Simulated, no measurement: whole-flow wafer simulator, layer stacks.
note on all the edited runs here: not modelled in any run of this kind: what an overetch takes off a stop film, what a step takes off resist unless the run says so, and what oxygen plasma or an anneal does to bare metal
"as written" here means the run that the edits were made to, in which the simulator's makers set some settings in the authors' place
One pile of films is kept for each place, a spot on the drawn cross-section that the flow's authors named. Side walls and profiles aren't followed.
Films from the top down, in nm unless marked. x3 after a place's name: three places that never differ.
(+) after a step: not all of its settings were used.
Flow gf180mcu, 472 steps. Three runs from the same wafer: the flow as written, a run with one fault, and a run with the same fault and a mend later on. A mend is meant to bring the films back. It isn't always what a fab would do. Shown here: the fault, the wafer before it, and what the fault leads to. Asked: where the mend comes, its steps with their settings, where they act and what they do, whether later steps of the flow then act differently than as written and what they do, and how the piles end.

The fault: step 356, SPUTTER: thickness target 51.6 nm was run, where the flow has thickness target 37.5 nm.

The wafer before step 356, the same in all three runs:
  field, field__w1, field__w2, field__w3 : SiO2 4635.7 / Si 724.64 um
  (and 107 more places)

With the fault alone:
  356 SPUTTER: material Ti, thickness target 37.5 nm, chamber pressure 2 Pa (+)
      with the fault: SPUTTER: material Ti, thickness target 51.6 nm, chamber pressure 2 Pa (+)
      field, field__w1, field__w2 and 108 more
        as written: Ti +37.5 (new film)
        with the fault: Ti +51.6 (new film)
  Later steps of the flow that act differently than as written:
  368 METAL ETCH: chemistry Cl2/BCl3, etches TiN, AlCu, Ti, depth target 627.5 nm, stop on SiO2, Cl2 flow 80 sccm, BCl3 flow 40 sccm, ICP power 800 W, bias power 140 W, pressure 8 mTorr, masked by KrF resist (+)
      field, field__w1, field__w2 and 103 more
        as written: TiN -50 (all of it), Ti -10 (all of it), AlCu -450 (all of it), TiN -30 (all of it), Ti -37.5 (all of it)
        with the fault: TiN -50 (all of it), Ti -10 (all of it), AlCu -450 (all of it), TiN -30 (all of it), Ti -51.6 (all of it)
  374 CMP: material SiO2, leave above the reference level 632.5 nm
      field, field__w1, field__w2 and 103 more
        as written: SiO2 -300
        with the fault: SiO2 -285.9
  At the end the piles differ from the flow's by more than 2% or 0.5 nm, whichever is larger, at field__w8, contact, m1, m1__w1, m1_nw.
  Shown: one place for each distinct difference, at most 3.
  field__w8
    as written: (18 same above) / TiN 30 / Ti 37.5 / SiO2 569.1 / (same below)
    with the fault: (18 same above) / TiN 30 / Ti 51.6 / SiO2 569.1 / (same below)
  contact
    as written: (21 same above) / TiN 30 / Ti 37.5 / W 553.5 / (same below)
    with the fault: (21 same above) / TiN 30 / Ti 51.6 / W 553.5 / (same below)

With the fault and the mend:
  The mend comes after step 356.
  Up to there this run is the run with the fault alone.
  356a METAL ETCH: chemistry Cl2/BCl3, etches TiN, AlCu, Ti, depth target 14.1 nm, Cl2 flow 80 sccm, BCl3 flow 40 sccm, ICP power 800 W, bias power 140 W, pressure 8 mTorr (the flow's step 260 once more, with other settings)
      field, field__w1, field__w2 and 108 more
        Ti -14.1
  No later step of the flow acts differently than as written at any place that is followed.
  At the end the piles are the same as the flow's at every place that both follow.
